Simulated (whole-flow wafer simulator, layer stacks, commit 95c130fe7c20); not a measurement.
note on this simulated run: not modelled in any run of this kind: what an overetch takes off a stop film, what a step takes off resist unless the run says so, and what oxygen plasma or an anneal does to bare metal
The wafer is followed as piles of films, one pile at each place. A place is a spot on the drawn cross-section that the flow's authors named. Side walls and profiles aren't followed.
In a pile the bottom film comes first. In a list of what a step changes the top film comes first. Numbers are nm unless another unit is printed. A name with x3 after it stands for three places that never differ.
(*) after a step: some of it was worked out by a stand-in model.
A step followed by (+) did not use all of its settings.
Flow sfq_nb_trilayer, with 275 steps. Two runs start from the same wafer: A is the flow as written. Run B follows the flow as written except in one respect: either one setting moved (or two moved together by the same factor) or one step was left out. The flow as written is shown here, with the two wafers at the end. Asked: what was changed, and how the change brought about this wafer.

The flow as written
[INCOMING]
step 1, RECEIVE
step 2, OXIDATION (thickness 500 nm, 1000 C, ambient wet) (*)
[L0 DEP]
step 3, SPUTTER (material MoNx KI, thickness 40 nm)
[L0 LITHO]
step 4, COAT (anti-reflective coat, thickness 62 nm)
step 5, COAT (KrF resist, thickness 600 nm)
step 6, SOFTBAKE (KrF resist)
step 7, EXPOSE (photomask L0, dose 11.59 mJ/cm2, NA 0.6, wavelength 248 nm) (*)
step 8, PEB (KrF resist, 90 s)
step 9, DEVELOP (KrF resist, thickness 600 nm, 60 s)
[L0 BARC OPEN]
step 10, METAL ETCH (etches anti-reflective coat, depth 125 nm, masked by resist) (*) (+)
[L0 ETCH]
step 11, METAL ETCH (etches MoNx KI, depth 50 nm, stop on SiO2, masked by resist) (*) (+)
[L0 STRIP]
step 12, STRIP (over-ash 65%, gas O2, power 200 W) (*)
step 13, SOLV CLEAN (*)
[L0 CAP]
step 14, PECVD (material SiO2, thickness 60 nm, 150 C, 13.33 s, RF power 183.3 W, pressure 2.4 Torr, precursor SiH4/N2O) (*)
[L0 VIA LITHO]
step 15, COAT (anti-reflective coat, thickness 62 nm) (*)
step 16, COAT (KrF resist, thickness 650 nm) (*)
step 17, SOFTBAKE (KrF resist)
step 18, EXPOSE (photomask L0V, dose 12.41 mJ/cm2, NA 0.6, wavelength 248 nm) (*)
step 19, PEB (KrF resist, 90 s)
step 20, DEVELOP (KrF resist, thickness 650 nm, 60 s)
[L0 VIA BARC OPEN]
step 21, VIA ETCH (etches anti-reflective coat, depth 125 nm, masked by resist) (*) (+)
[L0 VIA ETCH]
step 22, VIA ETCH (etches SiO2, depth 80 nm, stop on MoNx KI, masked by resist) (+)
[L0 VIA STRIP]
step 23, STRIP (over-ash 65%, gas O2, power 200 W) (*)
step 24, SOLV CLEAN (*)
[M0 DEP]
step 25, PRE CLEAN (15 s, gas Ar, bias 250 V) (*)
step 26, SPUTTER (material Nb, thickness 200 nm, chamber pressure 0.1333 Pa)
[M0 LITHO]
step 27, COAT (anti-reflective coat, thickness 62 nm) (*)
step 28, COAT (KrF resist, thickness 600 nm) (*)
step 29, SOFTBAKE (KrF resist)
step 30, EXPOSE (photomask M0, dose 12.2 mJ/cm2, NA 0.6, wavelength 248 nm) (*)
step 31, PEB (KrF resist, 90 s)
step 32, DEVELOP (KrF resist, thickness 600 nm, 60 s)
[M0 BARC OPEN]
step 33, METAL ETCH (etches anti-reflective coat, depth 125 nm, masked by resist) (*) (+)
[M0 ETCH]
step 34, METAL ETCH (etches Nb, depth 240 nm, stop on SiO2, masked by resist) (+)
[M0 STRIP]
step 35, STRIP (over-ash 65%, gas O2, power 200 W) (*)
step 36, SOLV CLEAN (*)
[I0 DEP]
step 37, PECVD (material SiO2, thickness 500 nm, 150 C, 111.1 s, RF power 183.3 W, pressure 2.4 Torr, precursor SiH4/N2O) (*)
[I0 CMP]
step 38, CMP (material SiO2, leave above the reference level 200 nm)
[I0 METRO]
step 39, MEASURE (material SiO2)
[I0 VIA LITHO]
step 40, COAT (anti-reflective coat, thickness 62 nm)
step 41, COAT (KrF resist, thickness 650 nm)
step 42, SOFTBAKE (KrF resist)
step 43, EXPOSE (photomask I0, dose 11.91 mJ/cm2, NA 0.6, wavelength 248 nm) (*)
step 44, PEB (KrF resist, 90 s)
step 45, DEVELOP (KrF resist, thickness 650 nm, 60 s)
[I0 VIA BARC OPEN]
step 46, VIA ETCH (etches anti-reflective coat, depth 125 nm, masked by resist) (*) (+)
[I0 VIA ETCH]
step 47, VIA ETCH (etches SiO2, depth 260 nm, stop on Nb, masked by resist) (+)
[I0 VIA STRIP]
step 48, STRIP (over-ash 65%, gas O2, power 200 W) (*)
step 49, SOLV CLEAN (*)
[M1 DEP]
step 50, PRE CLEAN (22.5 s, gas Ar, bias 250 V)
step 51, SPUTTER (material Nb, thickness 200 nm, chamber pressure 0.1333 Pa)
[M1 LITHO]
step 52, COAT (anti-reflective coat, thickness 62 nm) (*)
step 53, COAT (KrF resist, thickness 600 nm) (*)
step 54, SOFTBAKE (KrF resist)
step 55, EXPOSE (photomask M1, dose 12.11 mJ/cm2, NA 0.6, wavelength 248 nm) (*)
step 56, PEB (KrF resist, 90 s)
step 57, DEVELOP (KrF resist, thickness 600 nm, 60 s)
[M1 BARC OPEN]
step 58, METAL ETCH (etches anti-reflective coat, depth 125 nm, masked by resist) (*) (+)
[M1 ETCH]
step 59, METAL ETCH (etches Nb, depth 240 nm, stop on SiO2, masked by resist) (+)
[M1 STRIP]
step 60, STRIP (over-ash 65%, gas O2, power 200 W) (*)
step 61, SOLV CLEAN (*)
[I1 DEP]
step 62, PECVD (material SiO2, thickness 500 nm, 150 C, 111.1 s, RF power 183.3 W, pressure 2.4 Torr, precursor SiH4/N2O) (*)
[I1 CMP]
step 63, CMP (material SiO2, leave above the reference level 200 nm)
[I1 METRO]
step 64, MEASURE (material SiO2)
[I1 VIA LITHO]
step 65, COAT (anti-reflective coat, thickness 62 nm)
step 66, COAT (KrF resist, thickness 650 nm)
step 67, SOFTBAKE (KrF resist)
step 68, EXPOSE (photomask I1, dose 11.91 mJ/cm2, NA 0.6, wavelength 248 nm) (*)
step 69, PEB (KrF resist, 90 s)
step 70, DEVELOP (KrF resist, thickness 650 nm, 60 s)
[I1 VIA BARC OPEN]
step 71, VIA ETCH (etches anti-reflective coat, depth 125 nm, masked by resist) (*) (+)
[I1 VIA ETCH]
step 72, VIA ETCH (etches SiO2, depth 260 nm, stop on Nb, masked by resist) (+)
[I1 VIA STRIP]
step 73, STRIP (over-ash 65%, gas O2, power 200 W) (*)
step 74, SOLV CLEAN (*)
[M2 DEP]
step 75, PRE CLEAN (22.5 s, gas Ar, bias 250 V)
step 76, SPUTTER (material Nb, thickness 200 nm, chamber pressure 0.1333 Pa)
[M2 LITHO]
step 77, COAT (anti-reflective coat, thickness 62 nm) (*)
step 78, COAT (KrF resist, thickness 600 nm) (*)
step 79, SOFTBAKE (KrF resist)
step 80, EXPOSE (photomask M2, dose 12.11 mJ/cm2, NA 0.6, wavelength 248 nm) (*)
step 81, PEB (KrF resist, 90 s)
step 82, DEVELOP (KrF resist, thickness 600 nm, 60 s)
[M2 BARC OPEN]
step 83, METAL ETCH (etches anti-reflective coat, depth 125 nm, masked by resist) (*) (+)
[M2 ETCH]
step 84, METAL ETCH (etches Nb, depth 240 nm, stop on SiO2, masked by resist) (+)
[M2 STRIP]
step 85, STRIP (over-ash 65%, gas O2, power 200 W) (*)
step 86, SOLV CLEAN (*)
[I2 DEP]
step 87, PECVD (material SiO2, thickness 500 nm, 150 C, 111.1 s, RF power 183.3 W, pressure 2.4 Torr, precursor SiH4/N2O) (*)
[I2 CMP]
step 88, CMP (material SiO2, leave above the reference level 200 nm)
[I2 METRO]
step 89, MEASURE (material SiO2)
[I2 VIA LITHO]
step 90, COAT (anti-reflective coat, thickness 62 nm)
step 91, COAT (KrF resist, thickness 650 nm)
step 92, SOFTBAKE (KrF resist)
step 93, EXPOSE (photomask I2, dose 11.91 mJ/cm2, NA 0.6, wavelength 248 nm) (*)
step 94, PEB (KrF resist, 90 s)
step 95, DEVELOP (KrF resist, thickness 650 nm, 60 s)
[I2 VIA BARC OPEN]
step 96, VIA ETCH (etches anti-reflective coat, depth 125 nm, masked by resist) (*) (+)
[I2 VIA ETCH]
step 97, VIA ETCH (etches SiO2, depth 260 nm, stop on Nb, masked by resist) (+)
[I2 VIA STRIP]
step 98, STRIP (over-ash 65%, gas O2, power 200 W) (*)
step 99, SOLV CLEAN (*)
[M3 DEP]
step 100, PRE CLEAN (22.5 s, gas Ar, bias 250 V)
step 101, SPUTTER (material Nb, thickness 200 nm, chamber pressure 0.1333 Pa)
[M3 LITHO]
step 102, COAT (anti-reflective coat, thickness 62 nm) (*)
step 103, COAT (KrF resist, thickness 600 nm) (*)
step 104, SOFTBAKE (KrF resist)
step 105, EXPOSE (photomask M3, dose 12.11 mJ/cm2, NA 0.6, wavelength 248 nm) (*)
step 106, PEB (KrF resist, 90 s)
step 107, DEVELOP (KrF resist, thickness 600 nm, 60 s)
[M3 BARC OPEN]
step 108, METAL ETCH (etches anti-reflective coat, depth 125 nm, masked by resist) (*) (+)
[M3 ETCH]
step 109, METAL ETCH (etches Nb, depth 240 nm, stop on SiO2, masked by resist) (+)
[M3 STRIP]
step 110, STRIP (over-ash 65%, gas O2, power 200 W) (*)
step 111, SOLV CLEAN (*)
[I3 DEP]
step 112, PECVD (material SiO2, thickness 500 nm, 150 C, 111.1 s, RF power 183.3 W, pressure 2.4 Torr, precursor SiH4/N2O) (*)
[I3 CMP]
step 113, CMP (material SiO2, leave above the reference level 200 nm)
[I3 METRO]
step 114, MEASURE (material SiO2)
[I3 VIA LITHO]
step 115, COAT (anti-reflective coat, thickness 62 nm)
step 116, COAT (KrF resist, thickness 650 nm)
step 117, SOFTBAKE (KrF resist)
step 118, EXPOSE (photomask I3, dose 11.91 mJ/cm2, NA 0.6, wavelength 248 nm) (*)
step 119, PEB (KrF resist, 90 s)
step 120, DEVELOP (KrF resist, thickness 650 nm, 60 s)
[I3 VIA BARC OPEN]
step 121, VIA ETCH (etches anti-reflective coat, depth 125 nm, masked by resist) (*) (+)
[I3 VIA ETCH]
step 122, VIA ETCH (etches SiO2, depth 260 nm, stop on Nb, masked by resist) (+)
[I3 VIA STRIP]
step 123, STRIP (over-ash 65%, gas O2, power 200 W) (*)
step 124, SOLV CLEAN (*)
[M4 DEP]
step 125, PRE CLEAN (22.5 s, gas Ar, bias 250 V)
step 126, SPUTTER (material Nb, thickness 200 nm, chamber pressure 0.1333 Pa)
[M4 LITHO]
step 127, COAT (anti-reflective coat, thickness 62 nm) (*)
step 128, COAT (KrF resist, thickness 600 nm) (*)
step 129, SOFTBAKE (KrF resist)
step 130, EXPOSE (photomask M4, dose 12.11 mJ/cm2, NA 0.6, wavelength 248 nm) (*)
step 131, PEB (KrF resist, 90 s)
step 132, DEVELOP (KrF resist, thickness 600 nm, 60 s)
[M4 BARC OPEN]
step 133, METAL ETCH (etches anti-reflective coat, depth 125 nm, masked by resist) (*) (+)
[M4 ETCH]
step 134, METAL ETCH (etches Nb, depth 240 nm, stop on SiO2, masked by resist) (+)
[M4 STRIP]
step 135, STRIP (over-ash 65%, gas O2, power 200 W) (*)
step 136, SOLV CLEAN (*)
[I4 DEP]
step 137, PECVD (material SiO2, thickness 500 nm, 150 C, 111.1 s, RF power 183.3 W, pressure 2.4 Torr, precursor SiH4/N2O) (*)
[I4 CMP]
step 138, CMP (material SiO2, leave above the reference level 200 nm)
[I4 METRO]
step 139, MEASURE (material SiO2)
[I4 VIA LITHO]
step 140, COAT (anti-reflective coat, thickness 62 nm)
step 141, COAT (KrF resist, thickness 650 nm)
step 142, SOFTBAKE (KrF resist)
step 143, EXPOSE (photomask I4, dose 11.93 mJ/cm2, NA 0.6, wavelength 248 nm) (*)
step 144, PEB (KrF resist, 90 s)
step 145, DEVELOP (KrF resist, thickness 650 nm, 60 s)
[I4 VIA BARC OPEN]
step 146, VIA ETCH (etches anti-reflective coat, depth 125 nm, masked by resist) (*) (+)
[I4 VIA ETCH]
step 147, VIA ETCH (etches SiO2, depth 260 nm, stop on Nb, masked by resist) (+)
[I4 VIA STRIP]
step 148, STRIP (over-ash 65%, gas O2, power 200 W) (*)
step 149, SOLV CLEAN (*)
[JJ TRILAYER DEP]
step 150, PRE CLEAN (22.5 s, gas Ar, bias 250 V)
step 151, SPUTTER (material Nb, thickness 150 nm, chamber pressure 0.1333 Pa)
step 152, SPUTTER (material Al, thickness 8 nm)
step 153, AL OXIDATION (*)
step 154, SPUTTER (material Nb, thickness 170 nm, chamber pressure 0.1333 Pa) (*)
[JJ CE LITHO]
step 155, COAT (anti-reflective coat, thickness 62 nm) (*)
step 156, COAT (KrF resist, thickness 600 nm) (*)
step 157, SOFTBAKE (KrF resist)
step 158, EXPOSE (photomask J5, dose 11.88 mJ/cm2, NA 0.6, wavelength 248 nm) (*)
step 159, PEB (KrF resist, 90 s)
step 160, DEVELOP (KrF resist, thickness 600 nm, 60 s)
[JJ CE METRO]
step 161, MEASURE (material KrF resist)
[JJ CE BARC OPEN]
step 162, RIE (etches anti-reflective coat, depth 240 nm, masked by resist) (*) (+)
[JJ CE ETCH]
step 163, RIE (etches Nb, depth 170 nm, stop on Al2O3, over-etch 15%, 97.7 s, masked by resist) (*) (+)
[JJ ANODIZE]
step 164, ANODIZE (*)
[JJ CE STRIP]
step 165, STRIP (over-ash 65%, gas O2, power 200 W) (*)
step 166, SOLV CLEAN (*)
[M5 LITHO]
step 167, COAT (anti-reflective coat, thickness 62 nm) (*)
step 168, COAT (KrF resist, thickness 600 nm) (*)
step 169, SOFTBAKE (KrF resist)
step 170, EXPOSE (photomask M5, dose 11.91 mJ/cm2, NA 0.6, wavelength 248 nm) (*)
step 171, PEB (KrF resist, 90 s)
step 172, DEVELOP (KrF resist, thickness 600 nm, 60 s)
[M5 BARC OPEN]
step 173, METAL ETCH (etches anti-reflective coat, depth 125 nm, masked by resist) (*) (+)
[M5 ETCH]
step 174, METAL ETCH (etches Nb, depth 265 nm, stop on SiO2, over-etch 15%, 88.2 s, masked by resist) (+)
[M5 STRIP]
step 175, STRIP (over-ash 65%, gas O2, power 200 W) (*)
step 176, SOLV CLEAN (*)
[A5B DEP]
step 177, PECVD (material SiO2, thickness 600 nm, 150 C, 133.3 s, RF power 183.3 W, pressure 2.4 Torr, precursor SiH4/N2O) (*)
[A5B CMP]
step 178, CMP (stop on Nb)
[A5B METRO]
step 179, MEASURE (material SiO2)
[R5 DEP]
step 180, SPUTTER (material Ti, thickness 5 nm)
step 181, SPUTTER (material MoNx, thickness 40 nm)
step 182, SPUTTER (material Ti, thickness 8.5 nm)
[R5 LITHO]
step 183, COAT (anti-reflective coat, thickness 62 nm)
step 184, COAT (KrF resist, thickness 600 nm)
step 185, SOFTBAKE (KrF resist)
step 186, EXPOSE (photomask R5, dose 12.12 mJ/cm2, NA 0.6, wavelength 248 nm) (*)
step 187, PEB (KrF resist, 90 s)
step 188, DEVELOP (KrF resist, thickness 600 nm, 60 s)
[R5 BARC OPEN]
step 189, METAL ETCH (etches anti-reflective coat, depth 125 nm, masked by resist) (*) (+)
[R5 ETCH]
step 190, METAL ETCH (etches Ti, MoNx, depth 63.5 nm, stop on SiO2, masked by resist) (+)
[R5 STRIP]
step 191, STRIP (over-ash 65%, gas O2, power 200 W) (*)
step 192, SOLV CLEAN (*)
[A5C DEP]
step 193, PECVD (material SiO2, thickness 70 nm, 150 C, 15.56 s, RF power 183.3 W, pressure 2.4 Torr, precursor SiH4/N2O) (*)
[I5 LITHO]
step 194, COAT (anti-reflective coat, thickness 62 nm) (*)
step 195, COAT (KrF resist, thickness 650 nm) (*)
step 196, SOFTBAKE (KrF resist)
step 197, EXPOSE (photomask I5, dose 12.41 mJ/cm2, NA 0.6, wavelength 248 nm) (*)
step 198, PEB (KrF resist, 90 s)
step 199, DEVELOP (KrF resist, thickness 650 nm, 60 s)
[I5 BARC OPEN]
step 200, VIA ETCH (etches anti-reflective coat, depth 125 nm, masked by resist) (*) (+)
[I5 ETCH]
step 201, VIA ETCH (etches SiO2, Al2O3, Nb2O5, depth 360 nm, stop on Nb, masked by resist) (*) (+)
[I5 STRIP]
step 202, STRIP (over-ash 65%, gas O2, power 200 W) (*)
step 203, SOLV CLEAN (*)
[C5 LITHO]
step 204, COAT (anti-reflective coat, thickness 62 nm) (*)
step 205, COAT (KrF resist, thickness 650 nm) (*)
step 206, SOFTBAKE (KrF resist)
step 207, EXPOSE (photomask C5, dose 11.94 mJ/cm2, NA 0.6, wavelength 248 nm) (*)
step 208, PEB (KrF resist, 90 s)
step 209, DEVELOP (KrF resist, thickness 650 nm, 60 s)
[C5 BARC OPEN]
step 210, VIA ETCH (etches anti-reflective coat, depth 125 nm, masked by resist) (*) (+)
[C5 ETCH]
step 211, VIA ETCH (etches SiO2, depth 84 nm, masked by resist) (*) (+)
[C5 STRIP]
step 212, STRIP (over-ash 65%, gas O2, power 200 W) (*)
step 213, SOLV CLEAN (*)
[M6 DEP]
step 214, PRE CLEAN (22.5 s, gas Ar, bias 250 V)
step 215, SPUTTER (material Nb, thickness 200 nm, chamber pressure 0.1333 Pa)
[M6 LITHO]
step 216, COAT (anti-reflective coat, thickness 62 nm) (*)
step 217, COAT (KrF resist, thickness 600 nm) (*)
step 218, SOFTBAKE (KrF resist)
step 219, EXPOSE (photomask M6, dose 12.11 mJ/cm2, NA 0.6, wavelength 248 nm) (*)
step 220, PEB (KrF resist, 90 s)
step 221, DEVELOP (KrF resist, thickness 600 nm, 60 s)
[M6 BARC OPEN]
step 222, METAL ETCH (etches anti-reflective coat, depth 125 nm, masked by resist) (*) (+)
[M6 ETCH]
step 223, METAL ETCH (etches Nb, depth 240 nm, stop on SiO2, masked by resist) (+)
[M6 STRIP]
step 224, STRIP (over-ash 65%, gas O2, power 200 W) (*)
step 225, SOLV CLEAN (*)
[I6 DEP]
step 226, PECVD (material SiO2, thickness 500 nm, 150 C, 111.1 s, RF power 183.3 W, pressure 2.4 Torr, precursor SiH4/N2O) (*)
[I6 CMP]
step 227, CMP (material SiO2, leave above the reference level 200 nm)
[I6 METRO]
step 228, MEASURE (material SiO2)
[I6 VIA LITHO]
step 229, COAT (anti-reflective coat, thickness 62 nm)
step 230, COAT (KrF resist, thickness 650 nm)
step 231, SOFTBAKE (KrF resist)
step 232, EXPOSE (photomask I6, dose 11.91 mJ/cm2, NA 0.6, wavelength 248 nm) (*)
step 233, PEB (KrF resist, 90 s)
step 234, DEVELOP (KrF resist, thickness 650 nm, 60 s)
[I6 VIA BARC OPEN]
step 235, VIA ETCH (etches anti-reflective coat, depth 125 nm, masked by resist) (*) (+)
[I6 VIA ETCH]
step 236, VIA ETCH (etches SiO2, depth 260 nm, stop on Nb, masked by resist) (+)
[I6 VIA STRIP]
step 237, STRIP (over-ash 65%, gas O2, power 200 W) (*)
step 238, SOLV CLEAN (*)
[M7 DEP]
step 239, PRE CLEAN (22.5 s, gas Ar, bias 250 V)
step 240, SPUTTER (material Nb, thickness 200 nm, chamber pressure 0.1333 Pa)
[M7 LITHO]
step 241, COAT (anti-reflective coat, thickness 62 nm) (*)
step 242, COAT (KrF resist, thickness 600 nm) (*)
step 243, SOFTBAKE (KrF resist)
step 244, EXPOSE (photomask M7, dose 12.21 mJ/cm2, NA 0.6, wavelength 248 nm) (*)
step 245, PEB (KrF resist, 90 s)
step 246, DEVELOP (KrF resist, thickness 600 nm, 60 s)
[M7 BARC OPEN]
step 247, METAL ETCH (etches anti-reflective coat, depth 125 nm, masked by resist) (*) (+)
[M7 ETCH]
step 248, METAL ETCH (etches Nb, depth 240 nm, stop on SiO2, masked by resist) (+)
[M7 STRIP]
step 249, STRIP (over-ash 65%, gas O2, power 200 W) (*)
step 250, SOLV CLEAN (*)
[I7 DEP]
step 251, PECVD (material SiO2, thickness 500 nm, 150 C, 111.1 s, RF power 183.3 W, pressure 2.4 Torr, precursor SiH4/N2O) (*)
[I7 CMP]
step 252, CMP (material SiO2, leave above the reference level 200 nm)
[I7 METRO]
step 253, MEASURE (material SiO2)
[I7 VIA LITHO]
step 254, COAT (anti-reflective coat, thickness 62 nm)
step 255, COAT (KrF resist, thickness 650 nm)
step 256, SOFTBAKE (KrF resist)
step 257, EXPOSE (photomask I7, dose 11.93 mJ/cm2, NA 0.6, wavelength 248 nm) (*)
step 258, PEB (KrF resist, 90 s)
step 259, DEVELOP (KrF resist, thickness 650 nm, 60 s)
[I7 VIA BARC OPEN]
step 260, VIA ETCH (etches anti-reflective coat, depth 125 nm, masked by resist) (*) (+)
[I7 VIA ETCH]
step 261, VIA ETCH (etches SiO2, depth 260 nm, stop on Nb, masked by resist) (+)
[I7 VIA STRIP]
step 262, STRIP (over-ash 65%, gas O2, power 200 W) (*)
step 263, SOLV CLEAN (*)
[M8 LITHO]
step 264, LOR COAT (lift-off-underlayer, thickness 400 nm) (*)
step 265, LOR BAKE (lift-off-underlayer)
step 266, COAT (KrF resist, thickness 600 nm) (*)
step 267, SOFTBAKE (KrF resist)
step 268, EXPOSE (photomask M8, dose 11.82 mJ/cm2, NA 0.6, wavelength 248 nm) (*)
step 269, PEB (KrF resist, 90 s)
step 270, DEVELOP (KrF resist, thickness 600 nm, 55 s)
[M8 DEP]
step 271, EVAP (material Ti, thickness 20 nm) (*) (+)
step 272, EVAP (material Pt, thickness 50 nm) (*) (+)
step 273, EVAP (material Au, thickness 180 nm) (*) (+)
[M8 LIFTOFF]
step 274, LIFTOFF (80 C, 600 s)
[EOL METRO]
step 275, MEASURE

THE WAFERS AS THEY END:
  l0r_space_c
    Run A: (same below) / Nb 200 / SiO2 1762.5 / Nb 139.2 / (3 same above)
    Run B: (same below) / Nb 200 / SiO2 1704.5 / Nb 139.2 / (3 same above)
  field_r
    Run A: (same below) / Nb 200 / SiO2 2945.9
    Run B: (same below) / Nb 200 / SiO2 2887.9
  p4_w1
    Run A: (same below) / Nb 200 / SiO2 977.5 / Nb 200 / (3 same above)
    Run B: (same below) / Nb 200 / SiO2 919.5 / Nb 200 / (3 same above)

What caused this: step 63, CMP: leave above the reference level 142 nm was run, whereas the flow has leave above the reference level 200 nm.

Step by step, how the change led to this:
  step 63, CMP (material SiO2, leave above the reference level 200 nm)
      field_l, be, be_sur and 72 more: A -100 SiO2 | B -158 SiO2
      v_sur, via_wl, via_wr and 20 more: A -300 SiO2 | B -358 SiO2
      (and at 8 other places as well)
  step 72, VIA ETCH (etches SiO2, depth 260 nm, stop on Nb, masked by resist) (+)
      field_l, v_sur, via_wl and 102 more: A -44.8 KrF resist | B -36.7 KrF resist
      via_v: A -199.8 SiO2 (all of it) | B -141.8 SiO2 (all of it)
  step 76, SPUTTER (material Nb, thickness 200 nm, chamber pressure 0.1333 Pa)
      via_v: A +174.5 Nb | B +186.3 Nb
  step 77, COAT (anti-reflective coat, thickness 62 nm) (*)
      via_sp: A +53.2 anti-reflective coat (new film) | B +54.3 anti-reflective coat (new film)
      via_v: A +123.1 anti-reflective coat (new film) | B +109.7 anti-reflective coat (new film)
      (and at 1 other place as well)
  step 78, COAT (KrF resist, thickness 600 nm) (*)
      via_v: A +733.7 KrF resist (new film) | B +686.6 KrF resist (new film)
  step 85, STRIP (over-ash 65%, gas O2, power 200 W) (*)
      via_sp: A -374.4 KrF resist (all of it), -53.2 anti-reflective coat (all of it) | B -378.3 KrF resist (all of it), -54.3 anti-reflective coat (all of it)
      via_v: A -515.8 KrF resist (all of it), -123.1 anti-reflective coat (all of it) | B -468.7 KrF resist (all of it), -109.7 anti-reflective coat (all of it)
      (and at 1 other place as well)
  step 87, PECVD (material SiO2, thickness 500 nm, 150 C, 111.1 s, RF power 183.3 W, pressure 2.4 Torr, precursor SiH4/N2O) (*)
      via_v: A +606 SiO2 (new film) | B +511.7 SiO2 (new film)
  step 88, CMP (material SiO2, leave above the reference level 200 nm)
      via_v: A -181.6 SiO2 | B -157.1 SiO2
